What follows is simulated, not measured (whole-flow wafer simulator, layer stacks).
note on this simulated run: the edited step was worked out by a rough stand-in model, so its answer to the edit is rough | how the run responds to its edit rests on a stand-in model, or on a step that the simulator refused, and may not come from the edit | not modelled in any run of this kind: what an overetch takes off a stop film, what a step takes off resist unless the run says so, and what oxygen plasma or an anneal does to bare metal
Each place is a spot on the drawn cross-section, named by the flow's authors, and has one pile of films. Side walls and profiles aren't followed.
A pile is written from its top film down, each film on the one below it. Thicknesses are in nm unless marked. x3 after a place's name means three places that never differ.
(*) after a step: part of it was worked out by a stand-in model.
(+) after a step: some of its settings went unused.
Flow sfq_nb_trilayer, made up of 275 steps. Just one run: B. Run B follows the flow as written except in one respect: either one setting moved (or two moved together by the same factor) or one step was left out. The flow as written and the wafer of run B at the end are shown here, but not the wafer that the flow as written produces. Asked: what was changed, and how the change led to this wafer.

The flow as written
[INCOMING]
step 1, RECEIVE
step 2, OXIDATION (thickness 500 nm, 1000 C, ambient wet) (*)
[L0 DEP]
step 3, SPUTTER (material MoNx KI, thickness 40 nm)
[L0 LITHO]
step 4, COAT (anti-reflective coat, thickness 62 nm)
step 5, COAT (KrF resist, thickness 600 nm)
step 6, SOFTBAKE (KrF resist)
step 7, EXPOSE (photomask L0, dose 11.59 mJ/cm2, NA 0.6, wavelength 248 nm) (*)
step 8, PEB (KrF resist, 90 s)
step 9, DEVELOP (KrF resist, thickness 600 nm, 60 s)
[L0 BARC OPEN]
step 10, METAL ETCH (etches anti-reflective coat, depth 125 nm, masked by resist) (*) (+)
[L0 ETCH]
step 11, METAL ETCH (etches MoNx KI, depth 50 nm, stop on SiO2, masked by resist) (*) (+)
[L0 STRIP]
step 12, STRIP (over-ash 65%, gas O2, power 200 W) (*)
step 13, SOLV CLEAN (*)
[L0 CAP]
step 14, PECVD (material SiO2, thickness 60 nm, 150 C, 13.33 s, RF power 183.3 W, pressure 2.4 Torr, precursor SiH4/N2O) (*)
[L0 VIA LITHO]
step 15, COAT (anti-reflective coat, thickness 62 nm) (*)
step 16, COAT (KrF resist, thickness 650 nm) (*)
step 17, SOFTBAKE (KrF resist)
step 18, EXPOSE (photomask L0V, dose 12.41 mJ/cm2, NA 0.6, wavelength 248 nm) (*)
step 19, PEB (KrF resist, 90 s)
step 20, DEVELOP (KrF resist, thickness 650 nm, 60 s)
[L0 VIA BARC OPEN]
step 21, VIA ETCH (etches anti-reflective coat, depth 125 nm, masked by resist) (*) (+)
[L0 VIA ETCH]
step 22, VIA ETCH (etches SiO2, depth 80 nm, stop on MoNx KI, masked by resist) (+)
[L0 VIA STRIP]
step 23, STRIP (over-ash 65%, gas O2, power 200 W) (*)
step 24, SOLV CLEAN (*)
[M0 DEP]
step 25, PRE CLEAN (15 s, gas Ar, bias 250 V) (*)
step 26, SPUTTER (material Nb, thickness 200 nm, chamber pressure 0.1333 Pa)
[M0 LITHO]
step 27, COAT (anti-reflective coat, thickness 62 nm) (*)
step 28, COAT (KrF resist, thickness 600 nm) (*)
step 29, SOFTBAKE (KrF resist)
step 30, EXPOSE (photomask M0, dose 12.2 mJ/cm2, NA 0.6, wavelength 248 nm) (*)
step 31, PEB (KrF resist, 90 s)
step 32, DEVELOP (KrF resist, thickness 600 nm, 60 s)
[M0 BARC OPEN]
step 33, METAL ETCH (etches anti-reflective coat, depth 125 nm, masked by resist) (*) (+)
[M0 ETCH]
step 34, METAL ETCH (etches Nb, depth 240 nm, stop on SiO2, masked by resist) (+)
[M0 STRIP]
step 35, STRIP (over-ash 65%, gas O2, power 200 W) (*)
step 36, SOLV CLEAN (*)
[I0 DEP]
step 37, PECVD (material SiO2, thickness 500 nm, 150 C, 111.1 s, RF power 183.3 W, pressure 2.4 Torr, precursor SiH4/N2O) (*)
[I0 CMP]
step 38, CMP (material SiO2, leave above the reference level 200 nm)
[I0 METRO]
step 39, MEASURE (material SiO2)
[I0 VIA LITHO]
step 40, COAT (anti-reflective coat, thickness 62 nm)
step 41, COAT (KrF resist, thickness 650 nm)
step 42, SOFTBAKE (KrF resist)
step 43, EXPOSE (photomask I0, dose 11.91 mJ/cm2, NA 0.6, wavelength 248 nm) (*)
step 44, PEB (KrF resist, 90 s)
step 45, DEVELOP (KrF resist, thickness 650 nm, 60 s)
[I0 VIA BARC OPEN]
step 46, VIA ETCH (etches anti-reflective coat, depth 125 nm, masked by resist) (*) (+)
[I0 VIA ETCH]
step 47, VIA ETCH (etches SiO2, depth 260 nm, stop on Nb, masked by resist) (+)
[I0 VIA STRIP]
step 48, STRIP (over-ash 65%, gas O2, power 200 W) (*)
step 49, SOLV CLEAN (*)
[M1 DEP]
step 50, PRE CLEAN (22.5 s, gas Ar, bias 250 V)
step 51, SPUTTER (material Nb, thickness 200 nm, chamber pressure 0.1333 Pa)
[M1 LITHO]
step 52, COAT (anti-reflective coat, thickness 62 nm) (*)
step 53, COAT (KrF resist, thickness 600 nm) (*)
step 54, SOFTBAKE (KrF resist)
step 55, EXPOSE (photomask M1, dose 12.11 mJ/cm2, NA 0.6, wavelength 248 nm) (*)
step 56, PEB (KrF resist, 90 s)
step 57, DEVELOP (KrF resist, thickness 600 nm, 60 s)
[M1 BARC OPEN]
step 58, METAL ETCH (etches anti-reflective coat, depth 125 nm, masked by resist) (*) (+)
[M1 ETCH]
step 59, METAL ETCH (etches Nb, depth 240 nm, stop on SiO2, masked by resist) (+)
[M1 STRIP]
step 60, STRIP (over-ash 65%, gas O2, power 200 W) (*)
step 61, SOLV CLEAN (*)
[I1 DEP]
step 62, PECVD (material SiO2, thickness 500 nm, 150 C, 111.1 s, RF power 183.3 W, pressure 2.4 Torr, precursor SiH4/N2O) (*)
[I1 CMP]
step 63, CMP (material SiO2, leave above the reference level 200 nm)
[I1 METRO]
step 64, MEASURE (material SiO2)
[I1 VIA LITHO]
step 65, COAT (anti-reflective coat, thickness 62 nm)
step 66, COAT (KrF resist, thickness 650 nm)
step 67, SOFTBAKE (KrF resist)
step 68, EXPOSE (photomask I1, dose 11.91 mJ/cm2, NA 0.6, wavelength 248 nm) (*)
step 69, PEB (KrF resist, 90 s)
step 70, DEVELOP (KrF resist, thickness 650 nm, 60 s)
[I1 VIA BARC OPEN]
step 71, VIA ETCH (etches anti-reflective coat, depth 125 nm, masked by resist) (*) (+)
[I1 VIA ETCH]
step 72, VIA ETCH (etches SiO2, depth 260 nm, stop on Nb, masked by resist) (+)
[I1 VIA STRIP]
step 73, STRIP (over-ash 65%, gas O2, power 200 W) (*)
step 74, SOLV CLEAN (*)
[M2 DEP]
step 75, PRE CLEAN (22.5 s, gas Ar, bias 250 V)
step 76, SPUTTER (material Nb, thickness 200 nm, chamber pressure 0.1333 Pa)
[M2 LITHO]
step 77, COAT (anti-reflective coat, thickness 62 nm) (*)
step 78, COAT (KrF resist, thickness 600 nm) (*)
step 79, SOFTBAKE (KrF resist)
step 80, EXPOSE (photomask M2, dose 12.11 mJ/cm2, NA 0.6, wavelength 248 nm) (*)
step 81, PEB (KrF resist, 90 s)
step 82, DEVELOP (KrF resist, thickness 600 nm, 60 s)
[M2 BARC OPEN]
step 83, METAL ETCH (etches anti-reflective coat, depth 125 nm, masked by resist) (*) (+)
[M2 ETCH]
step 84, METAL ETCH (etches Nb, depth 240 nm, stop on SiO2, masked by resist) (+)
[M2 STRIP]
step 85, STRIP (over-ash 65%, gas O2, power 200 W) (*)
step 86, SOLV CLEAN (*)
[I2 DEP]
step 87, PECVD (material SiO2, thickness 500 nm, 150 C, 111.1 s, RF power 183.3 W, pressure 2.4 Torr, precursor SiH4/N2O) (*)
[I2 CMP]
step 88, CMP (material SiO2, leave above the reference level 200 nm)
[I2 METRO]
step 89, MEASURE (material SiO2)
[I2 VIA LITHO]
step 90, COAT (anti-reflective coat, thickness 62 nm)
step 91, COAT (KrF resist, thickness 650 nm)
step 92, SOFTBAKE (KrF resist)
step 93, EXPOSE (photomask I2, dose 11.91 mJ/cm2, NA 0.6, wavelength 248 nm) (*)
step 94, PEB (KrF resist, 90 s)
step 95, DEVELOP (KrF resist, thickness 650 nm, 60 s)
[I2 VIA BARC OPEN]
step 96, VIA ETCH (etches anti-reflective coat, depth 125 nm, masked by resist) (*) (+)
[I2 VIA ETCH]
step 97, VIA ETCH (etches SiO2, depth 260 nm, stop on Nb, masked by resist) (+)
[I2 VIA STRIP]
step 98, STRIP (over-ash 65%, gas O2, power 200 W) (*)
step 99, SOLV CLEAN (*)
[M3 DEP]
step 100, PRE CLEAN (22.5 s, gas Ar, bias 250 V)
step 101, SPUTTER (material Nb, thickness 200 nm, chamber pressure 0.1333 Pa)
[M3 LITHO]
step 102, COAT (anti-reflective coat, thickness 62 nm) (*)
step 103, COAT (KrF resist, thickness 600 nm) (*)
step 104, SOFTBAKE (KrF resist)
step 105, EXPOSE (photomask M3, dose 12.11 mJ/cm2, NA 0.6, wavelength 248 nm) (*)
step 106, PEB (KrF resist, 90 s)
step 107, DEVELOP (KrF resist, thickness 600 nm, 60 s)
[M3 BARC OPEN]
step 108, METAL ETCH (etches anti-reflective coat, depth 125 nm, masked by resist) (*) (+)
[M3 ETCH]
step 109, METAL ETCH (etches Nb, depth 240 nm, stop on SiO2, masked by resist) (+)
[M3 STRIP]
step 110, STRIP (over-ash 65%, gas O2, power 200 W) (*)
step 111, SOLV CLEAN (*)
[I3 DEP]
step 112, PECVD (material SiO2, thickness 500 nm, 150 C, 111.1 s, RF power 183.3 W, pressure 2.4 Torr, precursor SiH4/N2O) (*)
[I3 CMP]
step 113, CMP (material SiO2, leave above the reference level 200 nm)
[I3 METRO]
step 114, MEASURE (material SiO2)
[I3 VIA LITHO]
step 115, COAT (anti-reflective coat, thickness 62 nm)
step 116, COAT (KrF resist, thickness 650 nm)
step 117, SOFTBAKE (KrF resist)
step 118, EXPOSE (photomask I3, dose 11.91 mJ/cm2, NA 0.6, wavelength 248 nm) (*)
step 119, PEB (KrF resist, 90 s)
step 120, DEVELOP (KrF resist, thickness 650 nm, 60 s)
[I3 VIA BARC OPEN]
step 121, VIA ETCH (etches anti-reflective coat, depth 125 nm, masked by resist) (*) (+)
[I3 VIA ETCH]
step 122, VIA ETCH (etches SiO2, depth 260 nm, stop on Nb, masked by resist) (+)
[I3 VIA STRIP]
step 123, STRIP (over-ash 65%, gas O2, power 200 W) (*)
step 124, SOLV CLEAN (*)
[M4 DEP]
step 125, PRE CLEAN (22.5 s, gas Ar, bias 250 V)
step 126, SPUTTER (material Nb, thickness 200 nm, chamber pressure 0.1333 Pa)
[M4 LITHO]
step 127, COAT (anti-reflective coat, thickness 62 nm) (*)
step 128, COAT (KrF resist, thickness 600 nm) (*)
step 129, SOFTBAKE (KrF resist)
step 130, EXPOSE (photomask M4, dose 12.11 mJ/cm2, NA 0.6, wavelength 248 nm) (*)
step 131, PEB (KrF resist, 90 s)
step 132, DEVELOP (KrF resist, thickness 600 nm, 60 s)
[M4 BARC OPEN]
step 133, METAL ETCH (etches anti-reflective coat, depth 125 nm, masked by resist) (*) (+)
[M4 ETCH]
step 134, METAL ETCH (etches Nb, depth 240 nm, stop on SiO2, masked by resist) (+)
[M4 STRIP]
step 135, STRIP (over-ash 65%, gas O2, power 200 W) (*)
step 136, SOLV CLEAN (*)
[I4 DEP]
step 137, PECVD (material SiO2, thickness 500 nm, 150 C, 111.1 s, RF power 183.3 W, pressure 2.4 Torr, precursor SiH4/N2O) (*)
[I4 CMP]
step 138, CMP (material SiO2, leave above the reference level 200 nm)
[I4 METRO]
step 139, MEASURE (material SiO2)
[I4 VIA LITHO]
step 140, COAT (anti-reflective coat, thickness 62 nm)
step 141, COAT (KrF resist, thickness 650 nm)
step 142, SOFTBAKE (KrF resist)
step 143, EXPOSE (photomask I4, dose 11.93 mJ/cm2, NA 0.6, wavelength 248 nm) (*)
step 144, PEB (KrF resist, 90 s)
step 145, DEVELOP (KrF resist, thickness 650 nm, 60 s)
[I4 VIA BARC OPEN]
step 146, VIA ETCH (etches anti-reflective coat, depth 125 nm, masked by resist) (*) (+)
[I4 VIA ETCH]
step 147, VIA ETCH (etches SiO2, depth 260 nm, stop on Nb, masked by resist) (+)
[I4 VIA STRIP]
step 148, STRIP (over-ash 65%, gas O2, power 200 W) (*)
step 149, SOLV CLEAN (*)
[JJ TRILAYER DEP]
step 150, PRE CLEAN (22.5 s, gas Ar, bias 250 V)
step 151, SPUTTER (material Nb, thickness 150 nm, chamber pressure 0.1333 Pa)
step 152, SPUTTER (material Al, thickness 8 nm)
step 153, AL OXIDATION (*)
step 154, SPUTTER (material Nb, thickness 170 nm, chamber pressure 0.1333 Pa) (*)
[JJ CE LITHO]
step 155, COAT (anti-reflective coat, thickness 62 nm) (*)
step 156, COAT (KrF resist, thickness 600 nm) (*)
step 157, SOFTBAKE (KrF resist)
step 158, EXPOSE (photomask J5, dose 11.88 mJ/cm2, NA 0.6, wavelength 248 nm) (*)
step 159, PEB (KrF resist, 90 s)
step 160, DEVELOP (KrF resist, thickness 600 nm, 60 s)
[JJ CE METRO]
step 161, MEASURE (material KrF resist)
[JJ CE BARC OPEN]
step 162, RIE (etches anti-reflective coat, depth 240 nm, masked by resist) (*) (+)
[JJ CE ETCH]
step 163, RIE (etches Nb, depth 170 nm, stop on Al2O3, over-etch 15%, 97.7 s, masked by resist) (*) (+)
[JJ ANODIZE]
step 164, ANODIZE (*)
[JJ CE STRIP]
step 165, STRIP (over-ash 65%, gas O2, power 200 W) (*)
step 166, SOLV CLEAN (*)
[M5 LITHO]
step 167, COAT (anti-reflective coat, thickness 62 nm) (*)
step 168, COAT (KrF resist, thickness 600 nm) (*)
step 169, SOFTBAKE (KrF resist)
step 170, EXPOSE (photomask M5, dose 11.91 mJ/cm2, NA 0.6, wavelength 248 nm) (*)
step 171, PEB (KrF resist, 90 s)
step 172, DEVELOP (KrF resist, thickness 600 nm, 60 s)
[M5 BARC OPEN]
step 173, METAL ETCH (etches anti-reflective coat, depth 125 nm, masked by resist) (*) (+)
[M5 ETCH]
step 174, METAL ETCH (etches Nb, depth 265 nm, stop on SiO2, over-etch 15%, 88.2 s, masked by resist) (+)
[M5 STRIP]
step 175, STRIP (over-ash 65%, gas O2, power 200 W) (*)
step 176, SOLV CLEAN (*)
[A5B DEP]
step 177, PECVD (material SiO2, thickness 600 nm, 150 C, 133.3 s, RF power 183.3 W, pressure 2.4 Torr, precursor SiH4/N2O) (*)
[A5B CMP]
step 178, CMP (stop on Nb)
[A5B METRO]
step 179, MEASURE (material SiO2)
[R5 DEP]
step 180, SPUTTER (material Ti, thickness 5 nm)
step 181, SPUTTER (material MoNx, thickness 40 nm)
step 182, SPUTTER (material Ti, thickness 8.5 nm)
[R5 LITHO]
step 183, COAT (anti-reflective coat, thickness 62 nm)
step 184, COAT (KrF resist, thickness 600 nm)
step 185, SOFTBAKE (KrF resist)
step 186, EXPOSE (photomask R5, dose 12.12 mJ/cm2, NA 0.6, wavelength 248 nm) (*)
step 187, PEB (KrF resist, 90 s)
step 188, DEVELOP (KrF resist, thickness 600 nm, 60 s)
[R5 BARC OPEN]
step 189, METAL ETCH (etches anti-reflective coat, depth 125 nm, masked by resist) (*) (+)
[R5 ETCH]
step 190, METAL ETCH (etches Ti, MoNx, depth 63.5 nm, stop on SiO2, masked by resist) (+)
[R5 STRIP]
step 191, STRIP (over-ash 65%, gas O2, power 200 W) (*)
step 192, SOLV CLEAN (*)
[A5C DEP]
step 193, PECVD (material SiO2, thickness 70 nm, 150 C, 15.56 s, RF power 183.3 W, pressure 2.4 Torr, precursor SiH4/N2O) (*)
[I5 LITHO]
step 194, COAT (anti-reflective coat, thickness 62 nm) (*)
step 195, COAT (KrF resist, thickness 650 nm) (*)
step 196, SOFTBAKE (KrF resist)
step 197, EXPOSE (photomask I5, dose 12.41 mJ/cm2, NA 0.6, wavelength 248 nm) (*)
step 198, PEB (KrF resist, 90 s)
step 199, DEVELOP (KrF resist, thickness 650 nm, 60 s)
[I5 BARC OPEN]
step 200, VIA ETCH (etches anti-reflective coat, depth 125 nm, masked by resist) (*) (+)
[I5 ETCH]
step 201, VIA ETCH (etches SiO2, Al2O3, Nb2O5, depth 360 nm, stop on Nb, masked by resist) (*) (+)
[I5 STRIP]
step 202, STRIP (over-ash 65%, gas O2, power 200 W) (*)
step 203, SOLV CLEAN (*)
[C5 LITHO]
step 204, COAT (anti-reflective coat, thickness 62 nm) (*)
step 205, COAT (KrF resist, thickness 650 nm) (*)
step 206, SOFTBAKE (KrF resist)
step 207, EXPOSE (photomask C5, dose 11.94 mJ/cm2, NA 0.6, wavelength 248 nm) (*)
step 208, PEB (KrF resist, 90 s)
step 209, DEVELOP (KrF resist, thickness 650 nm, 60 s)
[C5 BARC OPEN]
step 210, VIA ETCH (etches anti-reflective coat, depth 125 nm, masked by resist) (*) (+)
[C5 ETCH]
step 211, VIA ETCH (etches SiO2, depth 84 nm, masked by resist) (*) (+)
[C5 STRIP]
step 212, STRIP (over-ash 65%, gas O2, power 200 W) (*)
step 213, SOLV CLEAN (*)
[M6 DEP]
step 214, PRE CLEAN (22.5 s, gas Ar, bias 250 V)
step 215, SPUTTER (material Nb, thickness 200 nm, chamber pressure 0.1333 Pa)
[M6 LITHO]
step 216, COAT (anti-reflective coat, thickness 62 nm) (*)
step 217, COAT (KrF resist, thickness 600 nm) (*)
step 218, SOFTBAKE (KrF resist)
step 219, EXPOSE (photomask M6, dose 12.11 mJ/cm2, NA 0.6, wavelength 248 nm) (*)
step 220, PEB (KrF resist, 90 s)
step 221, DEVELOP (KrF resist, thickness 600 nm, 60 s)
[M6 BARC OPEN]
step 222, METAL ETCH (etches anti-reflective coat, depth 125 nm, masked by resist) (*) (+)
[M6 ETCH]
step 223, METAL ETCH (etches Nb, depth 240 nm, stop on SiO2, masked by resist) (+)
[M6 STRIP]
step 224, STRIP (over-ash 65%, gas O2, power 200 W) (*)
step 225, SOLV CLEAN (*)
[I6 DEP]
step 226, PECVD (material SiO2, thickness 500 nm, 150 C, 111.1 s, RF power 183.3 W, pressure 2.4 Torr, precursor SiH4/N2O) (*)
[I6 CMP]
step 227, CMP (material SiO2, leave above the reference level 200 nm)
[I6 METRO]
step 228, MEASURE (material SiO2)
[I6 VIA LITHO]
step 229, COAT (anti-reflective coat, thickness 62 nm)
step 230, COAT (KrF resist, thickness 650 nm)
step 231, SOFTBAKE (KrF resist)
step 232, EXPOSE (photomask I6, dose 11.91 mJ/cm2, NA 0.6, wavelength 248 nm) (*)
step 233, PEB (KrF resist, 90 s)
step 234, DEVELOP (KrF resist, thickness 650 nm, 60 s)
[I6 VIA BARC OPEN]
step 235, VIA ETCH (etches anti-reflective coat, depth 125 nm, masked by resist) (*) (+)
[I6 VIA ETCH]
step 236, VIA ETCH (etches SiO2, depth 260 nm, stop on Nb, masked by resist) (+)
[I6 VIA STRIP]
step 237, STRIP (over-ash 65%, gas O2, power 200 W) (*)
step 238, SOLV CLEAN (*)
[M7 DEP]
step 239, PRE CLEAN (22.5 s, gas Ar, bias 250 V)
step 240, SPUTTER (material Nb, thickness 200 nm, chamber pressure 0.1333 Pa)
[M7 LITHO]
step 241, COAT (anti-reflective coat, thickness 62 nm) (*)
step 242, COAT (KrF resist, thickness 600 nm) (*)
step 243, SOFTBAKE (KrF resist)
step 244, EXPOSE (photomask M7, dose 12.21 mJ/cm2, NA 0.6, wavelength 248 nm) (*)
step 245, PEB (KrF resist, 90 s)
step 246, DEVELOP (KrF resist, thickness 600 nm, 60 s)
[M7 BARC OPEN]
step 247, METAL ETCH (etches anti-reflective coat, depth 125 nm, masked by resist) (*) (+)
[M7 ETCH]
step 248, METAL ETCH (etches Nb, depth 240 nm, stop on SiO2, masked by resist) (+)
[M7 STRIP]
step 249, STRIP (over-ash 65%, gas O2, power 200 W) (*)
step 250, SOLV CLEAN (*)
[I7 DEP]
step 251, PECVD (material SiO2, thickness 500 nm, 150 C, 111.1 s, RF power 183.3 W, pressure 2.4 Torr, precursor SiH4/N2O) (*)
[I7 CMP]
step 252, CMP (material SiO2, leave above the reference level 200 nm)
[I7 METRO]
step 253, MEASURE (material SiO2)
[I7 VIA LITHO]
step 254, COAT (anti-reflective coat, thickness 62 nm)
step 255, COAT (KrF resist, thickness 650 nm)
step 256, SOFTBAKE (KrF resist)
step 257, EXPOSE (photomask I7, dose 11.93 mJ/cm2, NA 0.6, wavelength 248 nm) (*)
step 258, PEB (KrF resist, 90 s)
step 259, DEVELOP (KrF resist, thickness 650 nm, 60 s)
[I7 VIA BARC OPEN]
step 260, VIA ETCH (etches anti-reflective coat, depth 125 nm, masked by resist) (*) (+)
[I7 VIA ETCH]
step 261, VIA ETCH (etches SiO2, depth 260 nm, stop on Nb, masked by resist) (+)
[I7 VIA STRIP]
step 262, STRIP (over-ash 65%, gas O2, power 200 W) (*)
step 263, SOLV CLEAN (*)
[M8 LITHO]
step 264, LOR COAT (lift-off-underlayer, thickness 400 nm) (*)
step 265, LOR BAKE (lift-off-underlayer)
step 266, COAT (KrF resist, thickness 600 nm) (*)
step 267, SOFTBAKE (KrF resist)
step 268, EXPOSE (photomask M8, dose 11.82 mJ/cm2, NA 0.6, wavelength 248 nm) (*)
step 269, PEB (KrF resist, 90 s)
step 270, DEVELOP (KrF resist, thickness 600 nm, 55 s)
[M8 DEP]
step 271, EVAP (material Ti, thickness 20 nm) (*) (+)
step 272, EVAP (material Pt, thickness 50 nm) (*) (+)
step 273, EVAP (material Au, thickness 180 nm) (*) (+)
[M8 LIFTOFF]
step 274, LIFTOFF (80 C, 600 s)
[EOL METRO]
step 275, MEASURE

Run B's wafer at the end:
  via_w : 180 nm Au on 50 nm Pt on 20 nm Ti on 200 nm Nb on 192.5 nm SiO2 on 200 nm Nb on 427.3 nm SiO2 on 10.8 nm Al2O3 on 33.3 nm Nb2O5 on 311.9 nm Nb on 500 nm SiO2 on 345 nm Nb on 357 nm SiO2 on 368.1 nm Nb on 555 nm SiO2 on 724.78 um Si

Cause: step 62, PECVD: thickness 335 nm was run, while the flow as written has thickness 500 nm; step 62, PECVD: 74.44 s was run, where the flow has 111.1 s.

How this came from the change, step by step:
  step 62, PECVD (material SiO2, thickness 500 nm, 150 C, 111.1 s, RF power 183.3 W, pressure 2.4 Torr, precursor SiH4/N2O) (*)
      field_l, be, be_sur and 72 more: +335 SiO2 (as written it would have been: +500 SiO2)
      v_sur, via_wl, via_wr and 20 more: +335 SiO2 (new film) (as written it would have been: +500 SiO2 (new film))
      (as well as at 8 more places)
  step 63, CMP (material SiO2, leave above the reference level 200 nm)
      field_l, be, be_sur and 72 more: nothing (as written it would have been: -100 SiO2)
      lsp_m, ln_m6, lsp_r, l0_sur, l0v: nothing (as written it would have been: -94.9 SiO2)
      (as well as at 26 more places)
  step 65, COAT (anti-reflective coat, thickness 62 nm)
      m0r_line_l, m0r_line_r, m6r_line_l, m6r_line_r, m7r_line_l, m7r_line_r: +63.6 anti-reflective coat (new film) (as written it would have been: +62 anti-reflective coat (new film))
      m0r_space_l, m0r_space_r, m6r_space_l, m6r_space_r, m7r_space_l, m7r_space_r: +71.3 anti-reflective coat (new film) (as written it would have been: +62 anti-reflective coat (new film))
      (as well as at 59 more places)
  step 66, COAT (KrF resist, thickness 650 nm)
      m5r_linepad_l, m5r_linepad_r: +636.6 KrF resist (new film) (as written it would have been: +650 KrF resist (new film))
      v_sur: +623.3 KrF resist (new film) (as written it would have been: +650 KrF resist (new film))
      (as well as at 16 more places)
  step 70, DEVELOP (KrF resist, thickness 650 nm, 60 s)
      via_v: -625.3 KrF resist (all of it) (as written it would have been: -648.6 KrF resist (all of it))
  step 71, VIA ETCH (etches anti-reflective coat, depth 125 nm, masked by resist) (*) (+)
      field_l, v_sur, via_wl and 102 more: -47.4 KrF resist (as written it would have been: -51.7 KrF resist)
      via_v: -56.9 anti-reflective coat (all of it), -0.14 SiO2 (as written it would have been: -62 anti-reflective coat (all of it), -0.16 SiO2)
  step 73, STRIP (over-ash 65%, gas O2, power 200 W) (*)
      m0r_line_l, m0r_line_r, m6r_line_l, m6r_line_r, m7r_line_l, m7r_line_r: -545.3 KrF resist (all of it), -63.6 anti-reflective coat (all of it) (as written it would have been: -528.6 KrF resist (all of it), -62 anti-reflective coat (all of it))
      m0r_space_l, m0r_space_r, m6r_space_l, m6r_space_r, m7r_space_l, m7r_space_r: -540.1 KrF resist (all of it), -71.3 anti-reflective coat (all of it) (as written it would have been: -528.6 KrF resist (all of it), -62 anti-reflective coat (all of it))
      (as well as at 62 more places)
  step 76, SPUTTER (material Nb, thickness 200 nm, chamber pressure 0.1333 Pa)
      be, lsp_l: +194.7 Nb (new film) (as written it would have been: +200 Nb (new film))
      via_w: +195.4 Nb (new film) (as written it would have been: +200 Nb (new film))
  step 77, COAT (anti-reflective coat, thickness 62 nm) (*)
      m0r_line_r, m5r_line_l, m5r_line_r, m6r_line_r, m7r_line_r: +63.5 anti-reflective coat (new film) (as written it would have been: +62 anti-reflective coat (new film))
      m0r_line_l, m6r_line_l, m7r_line_l, m8r_gap_c: +63.4 anti-reflective coat (new film) (as written it would have been: +62 anti-reflective coat (new film))
      (as well as at 61 more places)
  step 78, COAT (KrF resist, thickness 600 nm) (*)
      m5r_linepad_l, m5r_linepad_r: +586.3 KrF resist (new film) (as written it would have been: +600 KrF resist (new film))
      v_sur: +570.4 KrF resist (new film) (as written it would have been: +597.7 KrF resist (new film))
      (as well as at 20 more places)
  step 82, DEVELOP (KrF resist, thickness 600 nm, 60 s)
      m5r_linepad_l, m5r_linepad_r: -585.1 KrF resist (all of it) (as written it would have been: -598.7 KrF resist (all of it))
      be: -604.9 KrF resist (all of it) (as written it would have been: -591.6 KrF resist (all of it))
      (as well as at 12 more places)
  step 83, METAL ETCH (etches anti-reflective coat, depth 125 nm, masked by resist) (*) (+)
      v_sur, via_wl, via_w and 19 more: -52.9 KrF resist (as written it would have been: -51.7 KrF resist)
      m0r_line_r, m5r_line_l, m5r_line_r, m6r_line_r, m7r_line_r: -63.5 anti-reflective coat (all of it) (as written it would have been: -62 anti-reflective coat (all of it))
      (as well as at 43 more places)
  step 84, METAL ETCH (etches Nb, depth 240 nm, stop on SiO2, masked by resist) (+)
      be, lsp_l: -194.7 Nb (all of it) (as written it would have been: -200 Nb (all of it))
  step 85, STRIP (over-ash 65%, gas O2, power 200 W) (*)
      wl_a_sr, wl_b_m5: -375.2 KrF resist (all of it), -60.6 anti-reflective coat (all of it) (as written it would have been: -382.4 KrF resist (all of it), -62 anti-reflective coat (all of it))
      v_sur: -351.7 KrF resist (all of it), -48.7 anti-reflective coat (all of it) (as written it would have been: -380 KrF resist (all of it), -61.4 anti-reflective coat (all of it))
      (as well as at 19 more places)
  step 88, CMP (material SiO2, leave above the reference level 200 nm)
      field_l, be, be_sur and 79 more: -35 SiO2 (as written it would have been: -100 SiO2)
      via_w: -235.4 SiO2 (as written it would have been: -300 SiO2)
  step 97, VIA ETCH (etches SiO2, depth 260 nm, stop on Nb, masked by resist) (+)
      via_w: -260 SiO2 (as written it would have been: -199.8 SiO2 (all of it))
  ... 5 further steps ...
  step 112, PECVD (material SiO2, thickness 500 nm, 150 C, 111.1 s, RF power 183.3 W, pressure 2.4 Torr, precursor SiH4/N2O) (*)
      via_w: +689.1 SiO2 (new film) (as written it would have been: +615 SiO2 (new film))
